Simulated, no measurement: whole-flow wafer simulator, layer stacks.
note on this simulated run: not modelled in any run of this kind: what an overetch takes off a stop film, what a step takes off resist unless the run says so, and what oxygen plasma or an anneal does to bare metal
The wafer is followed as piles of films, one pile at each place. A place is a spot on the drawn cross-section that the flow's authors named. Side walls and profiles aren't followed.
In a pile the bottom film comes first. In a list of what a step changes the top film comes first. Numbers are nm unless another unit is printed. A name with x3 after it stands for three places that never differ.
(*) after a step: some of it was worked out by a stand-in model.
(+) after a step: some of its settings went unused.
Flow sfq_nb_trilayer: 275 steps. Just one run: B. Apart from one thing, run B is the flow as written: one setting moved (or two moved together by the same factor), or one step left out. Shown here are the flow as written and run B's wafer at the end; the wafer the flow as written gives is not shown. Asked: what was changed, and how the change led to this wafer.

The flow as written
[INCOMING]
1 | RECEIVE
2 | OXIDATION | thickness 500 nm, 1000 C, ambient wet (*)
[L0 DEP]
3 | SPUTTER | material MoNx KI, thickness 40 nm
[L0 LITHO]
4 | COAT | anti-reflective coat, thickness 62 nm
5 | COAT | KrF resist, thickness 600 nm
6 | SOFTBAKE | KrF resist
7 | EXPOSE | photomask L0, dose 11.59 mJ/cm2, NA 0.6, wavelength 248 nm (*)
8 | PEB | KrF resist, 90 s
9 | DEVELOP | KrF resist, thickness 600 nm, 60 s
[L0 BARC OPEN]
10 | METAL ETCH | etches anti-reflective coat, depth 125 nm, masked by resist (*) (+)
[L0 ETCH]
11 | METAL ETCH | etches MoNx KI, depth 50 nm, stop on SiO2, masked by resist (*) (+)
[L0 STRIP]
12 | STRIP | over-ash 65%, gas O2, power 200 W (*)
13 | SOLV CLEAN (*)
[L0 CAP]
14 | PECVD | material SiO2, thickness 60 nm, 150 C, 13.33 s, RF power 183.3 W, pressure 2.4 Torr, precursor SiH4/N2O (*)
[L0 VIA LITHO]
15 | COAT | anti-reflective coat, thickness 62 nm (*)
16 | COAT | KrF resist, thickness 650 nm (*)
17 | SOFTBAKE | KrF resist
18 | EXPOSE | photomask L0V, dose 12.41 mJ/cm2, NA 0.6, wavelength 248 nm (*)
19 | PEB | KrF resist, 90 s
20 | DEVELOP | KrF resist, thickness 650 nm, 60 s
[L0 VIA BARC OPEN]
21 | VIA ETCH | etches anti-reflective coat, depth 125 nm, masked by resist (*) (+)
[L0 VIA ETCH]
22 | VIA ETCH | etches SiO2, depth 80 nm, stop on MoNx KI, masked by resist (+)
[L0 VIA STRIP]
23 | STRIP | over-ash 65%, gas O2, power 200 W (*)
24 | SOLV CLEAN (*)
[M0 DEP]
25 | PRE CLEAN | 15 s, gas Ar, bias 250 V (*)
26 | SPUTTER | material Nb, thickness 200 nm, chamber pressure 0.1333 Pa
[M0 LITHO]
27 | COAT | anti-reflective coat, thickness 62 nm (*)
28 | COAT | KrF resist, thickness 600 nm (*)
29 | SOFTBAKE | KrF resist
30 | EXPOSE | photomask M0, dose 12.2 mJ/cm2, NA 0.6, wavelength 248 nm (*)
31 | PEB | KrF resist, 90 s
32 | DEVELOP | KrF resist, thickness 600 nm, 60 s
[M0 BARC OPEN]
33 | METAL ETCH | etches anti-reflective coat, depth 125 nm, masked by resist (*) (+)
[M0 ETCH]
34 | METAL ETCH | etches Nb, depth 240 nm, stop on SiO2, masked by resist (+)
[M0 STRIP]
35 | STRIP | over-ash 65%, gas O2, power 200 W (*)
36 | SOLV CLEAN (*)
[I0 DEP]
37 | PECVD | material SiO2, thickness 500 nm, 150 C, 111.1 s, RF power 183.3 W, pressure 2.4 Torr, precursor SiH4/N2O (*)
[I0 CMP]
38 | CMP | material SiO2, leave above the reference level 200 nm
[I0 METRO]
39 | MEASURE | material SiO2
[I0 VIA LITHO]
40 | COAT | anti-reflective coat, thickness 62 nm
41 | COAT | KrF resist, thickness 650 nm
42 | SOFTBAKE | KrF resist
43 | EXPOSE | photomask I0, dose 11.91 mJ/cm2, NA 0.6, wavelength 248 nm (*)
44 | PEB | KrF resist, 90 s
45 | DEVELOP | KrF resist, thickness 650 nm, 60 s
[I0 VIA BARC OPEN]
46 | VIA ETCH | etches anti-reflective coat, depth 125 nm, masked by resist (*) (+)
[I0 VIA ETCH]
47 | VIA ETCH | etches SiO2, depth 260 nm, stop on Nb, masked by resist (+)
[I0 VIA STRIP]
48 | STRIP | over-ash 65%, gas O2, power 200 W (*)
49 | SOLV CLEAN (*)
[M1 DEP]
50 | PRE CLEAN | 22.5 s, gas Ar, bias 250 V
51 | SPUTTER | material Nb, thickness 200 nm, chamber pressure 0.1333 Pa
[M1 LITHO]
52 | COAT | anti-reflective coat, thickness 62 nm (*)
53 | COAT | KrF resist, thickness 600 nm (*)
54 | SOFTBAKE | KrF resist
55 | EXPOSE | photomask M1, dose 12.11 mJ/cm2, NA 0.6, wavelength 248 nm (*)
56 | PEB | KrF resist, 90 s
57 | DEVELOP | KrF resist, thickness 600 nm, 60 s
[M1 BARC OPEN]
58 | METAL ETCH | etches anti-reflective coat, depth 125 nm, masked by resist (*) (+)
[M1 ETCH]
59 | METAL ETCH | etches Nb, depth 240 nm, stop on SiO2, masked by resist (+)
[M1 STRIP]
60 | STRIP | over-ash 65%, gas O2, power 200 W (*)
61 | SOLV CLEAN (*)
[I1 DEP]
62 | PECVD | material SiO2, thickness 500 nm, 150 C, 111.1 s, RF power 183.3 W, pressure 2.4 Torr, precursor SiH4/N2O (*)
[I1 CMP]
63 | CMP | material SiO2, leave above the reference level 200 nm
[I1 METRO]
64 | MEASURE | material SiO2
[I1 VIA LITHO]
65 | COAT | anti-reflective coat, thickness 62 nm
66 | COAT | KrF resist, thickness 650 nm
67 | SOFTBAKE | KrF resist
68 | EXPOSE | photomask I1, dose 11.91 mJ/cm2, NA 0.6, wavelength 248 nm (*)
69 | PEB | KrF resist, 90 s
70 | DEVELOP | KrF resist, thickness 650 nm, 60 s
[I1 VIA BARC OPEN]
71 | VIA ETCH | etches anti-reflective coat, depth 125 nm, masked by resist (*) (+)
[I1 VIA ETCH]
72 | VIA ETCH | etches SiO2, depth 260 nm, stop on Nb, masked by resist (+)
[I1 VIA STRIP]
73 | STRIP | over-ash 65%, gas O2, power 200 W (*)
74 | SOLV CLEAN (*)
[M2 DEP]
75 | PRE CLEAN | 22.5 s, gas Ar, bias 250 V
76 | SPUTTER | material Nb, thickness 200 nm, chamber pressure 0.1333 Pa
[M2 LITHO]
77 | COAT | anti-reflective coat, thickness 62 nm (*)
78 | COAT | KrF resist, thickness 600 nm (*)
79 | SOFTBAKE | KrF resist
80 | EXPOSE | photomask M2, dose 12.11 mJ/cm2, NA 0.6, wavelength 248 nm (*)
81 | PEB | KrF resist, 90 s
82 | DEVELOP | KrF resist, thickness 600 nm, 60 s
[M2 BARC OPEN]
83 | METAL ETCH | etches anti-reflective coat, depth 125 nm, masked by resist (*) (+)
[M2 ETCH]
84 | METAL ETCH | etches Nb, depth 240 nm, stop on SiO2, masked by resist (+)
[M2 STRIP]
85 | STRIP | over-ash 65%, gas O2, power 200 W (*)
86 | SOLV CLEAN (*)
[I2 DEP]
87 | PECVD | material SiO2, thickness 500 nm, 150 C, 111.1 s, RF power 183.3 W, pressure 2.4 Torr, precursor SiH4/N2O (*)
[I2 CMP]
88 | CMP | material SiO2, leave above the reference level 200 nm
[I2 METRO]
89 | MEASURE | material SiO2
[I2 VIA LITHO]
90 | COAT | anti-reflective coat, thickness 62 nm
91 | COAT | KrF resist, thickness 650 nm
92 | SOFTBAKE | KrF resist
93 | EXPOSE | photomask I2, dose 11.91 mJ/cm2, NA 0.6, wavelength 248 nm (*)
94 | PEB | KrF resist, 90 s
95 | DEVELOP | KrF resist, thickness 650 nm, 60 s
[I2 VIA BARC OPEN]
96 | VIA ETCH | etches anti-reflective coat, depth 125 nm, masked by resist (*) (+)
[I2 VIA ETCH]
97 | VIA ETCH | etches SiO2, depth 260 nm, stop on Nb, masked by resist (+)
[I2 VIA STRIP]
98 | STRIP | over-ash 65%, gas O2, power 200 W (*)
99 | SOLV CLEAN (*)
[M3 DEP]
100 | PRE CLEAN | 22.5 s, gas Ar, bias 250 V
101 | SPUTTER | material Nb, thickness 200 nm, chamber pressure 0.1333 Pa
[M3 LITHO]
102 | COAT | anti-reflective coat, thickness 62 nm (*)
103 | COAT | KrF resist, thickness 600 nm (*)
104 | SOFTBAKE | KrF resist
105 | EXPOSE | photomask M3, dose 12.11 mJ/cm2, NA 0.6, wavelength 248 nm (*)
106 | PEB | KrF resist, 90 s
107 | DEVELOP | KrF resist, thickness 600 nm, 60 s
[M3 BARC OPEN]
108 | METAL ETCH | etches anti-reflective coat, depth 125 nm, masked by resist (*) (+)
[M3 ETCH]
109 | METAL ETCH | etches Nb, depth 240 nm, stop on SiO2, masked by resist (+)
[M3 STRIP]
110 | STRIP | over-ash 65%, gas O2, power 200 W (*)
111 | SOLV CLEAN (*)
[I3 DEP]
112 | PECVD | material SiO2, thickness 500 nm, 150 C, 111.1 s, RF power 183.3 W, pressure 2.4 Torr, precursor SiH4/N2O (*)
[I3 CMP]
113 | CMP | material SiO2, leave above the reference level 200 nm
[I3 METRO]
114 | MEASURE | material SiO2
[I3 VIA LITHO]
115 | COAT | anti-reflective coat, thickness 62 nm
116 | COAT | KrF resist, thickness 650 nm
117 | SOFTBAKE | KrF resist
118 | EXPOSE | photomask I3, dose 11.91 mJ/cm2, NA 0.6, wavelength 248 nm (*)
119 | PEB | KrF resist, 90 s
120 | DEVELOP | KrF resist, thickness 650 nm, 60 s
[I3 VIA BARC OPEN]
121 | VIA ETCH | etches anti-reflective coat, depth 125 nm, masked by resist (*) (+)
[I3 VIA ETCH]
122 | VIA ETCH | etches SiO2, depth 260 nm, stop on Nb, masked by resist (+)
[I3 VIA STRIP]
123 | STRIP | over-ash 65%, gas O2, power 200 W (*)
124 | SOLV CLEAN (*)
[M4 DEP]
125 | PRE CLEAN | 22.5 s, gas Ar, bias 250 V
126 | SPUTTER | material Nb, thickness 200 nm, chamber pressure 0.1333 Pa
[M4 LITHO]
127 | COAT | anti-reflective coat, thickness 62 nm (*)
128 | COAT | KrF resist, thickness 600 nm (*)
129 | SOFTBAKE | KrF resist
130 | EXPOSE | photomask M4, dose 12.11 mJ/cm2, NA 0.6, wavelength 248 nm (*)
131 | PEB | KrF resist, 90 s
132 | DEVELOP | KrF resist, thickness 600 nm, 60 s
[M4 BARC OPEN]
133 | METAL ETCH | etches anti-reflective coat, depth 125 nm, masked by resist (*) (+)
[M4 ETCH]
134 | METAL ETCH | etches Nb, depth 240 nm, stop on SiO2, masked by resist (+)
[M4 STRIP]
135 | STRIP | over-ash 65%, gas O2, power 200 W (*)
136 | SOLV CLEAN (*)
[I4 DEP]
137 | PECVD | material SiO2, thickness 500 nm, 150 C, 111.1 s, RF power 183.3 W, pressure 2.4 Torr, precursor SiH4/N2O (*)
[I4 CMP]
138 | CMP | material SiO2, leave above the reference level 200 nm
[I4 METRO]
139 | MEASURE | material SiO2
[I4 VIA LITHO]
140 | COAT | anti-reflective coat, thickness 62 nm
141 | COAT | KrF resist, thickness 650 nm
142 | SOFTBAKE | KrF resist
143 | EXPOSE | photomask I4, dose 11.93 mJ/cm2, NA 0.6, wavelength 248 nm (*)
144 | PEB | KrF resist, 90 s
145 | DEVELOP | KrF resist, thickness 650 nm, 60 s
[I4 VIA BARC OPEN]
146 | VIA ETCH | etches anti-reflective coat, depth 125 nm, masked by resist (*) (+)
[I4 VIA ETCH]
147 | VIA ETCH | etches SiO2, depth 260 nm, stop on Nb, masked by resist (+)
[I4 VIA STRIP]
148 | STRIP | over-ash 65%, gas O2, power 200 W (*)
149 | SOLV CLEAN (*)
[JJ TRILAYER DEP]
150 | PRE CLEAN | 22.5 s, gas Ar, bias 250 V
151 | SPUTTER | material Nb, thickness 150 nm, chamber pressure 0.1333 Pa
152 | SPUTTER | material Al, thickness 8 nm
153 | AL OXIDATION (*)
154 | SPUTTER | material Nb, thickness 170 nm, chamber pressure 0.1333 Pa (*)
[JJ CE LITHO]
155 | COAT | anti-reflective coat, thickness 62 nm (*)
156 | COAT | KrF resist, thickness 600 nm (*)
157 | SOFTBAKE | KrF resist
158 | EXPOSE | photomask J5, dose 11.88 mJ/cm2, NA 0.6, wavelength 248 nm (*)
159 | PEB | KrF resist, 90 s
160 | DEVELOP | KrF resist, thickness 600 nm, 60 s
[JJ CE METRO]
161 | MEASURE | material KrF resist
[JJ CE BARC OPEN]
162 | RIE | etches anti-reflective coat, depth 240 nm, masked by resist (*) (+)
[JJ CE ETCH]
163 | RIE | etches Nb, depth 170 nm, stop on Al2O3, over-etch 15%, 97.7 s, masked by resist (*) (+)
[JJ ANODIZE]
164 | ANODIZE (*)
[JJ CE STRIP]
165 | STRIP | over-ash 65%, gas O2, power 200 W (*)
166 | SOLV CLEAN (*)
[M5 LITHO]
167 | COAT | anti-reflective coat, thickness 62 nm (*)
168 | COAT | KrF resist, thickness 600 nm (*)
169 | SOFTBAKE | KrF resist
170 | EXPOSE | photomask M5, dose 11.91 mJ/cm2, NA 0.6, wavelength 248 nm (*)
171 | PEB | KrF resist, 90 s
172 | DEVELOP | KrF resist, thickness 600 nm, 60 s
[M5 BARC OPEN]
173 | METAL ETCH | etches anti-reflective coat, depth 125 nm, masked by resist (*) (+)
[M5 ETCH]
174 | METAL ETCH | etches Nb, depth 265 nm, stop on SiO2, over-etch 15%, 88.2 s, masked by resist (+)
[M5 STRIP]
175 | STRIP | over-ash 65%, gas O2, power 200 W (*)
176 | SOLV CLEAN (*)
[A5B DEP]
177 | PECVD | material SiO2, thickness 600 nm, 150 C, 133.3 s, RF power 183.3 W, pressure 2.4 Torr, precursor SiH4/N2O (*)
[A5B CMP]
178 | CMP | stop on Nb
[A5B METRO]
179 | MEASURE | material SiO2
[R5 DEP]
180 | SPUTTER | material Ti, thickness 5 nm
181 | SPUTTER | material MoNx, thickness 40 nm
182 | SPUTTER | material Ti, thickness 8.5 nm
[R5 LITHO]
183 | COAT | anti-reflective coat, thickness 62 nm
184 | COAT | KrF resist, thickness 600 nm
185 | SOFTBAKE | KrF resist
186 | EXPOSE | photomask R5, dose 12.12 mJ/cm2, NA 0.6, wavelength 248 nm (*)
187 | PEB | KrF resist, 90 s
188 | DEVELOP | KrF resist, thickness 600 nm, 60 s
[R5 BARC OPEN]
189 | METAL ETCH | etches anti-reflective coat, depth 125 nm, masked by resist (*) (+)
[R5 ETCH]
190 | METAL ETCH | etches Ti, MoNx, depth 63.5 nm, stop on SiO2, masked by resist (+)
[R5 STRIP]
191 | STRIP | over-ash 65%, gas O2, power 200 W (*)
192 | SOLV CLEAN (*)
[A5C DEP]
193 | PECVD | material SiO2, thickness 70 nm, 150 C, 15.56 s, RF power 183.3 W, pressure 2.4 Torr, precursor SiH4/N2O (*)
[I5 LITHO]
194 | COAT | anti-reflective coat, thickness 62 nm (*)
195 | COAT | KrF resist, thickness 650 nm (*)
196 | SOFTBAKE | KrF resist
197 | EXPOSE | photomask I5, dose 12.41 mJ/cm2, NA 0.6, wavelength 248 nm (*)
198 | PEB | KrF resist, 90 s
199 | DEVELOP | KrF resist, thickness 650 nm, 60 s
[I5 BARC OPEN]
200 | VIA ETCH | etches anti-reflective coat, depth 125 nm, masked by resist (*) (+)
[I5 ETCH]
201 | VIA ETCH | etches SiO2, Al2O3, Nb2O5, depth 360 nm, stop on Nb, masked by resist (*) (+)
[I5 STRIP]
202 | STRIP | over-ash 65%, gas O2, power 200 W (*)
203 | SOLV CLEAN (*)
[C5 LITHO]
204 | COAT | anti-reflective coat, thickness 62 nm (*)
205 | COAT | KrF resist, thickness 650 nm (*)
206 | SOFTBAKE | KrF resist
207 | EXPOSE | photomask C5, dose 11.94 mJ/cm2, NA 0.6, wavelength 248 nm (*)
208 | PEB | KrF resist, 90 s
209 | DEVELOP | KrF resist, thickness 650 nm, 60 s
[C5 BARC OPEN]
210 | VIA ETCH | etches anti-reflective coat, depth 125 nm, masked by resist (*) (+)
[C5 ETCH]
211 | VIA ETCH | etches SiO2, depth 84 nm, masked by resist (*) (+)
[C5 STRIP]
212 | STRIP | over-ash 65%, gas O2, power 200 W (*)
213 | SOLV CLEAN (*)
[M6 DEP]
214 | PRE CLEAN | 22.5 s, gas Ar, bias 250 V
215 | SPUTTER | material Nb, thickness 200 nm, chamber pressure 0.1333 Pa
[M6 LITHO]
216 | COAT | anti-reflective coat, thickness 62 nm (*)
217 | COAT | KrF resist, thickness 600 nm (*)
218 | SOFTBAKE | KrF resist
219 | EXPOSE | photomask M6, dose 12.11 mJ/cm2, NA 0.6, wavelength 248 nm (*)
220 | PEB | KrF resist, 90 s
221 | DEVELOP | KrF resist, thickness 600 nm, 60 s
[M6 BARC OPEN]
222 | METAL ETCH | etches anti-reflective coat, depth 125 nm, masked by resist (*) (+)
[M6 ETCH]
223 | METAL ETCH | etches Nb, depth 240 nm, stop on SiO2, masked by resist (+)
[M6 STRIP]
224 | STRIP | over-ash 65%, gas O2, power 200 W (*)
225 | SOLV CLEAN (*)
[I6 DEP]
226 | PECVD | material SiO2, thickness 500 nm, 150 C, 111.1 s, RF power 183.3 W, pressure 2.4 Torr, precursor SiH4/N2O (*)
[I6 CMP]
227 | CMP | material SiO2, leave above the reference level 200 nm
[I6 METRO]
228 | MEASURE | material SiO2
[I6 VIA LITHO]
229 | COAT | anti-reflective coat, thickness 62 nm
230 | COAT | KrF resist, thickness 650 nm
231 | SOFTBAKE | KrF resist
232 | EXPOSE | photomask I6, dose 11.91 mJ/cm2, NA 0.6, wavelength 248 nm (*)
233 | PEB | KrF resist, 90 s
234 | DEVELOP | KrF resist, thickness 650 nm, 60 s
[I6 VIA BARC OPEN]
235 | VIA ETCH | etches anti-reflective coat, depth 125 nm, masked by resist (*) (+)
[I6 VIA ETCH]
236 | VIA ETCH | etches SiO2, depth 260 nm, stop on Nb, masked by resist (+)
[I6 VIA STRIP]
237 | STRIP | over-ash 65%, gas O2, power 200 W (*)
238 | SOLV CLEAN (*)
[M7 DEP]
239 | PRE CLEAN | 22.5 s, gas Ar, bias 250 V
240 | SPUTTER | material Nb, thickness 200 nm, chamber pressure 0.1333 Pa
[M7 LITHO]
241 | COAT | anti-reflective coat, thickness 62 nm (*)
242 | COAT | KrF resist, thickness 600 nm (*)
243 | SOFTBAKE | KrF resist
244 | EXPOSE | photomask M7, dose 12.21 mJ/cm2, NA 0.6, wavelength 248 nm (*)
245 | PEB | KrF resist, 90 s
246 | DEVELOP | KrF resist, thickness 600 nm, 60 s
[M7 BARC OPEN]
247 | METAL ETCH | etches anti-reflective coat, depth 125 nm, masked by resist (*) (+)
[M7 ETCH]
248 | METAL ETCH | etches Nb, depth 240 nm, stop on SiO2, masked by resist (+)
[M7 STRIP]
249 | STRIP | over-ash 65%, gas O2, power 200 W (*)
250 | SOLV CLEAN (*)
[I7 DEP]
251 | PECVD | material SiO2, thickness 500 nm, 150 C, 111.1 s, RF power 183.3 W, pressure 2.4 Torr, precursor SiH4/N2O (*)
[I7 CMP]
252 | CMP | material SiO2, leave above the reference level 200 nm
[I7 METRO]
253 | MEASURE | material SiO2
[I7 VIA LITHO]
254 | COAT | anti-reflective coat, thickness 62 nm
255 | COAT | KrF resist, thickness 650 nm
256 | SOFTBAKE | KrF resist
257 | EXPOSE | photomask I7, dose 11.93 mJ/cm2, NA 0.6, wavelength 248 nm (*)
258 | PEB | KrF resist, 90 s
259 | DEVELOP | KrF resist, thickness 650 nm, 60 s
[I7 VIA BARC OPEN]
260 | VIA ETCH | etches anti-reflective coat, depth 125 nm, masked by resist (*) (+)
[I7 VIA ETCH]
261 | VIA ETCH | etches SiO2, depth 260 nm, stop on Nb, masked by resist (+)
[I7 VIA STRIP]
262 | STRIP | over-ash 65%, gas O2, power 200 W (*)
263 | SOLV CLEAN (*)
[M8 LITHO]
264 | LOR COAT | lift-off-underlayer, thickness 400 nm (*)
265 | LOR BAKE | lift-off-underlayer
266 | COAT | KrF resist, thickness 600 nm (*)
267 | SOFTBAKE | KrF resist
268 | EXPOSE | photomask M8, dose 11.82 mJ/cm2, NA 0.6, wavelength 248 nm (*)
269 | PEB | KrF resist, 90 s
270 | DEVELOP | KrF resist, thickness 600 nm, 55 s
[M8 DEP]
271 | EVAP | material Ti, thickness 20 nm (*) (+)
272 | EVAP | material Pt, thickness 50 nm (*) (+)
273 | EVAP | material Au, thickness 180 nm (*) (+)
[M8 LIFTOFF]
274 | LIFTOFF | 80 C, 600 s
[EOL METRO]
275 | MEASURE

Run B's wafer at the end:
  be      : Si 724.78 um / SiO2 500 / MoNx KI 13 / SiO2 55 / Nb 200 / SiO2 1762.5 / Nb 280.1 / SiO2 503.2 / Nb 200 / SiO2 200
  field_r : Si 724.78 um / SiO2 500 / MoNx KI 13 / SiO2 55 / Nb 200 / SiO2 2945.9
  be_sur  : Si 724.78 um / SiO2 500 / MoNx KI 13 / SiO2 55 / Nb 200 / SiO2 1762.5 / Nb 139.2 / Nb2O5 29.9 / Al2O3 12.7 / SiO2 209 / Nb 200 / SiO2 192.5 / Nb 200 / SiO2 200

What caused this: step 3, SPUTTER: thickness 63 nm was run, whereas the flow has thickness 40 nm.

How this came from the change, step by step:
  3 | SPUTTER | material MoNx KI, thickness 40 nm
      field_l, v_sur, via_wl and 103 more: +63 MoNx KI (new film) (as written it would have been: +40 MoNx KI (new film))
  11 | METAL ETCH | etches MoNx KI, depth 50 nm, stop on SiO2, masked by resist (*) (+)
      v_sur, via_wl, via_w and 97 more: -50 MoNx KI (as written it would have been: -40 MoNx KI (all of it))
  14 | PECVD | material SiO2, thickness 60 nm, 150 C, 13.33 s, RF power 183.3 W, pressure 2.4 Torr, precursor SiH4/N2O (*)
      v_sur, via_wl, via_w and 97 more: +60 SiO2 (new film) (as written it would have been: +60 SiO2)
  15 | COAT | anti-reflective coat, thickness 62 nm (*)
      field_l: +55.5 anti-reflective coat (new film) (as written it would have been: +56.7 anti-reflective coat (new film))
      v_sur: +74.9 anti-reflective coat (new film) (as written it would have been: +72.2 anti-reflective coat (new film))
      (as well as at 2 more places)
  23 | STRIP | over-ash 65%, gas O2, power 200 W (*)
      field_l: -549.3 KrF resist (all of it), -55.5 anti-reflective coat (all of it) (as written it would have been: -551.4 KrF resist (all of it), -56.7 anti-reflective coat (all of it))
      v_sur: -573.1 KrF resist (all of it), -74.9 anti-reflective coat (all of it) (as written it would have been: -570.5 KrF resist (all of it), -72.2 anti-reflective coat (all of it))
      (as well as at 2 more places)
  27 | COAT | anti-reflective coat, thickness 62 nm (*)
      v_sur: +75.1 anti-reflective coat (new film) (as written it would have been: +72.3 anti-reflective coat (new film))
      l0_sur: +46.5 anti-reflective coat (new film) (as written it would have been: +47.5 anti-reflective coat (new film))
      (as well as at 1 more place)
  35 | STRIP | over-ash 65%, gas O2, power 200 W (*)
      v_sur: -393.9 KrF resist (all of it), -75.1 anti-reflective coat (all of it) (as written it would have been: -391.6 KrF resist (all of it), -72.3 anti-reflective coat (all of it))
      l0_sur: -369.2 KrF resist (all of it), -46.5 anti-reflective coat (all of it) (as written it would have been: -372 KrF resist (all of it), -47.5 anti-reflective coat (all of it))
      (as well as at 1 more place)
  38 | CMP | material SiO2, leave above the reference level 200 nm
      field_l, l0_sur, l0r_line_l, l0r_line_c, l0r_line_r: -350 SiO2 (as written it would have been: -340 SiO2)
      l0v: -287.8 SiO2 (as written it would have been: -277.8 SiO2)
With metal films that touch counted as one body, be has 4 bodies (between them, from the top down: SiO2 503.2; SiO2 1762.5; SiO2 55); the flow as written gives 3 bodies (between them, from the top down: SiO2 503.2; SiO2 1762.5).
With metal films that touch counted as one body, field_r has 2 bodies (between them, from the top down: SiO2 55); the flow as written gives 1 body.
With metal films that touch counted as one body, be_sur has 5 bodies (between them, from the top down: SiO2 192.5; SiO2 209 / Al2O3 12.7 / Nb2O5 29.9; SiO2 1762.5; SiO2 55); the flow as written gives 4 bodies (between them, from the top down: SiO2 192.5; SiO2 209 / Al2O3 12.7 / Nb2O5 29.9; SiO2 1762.5).
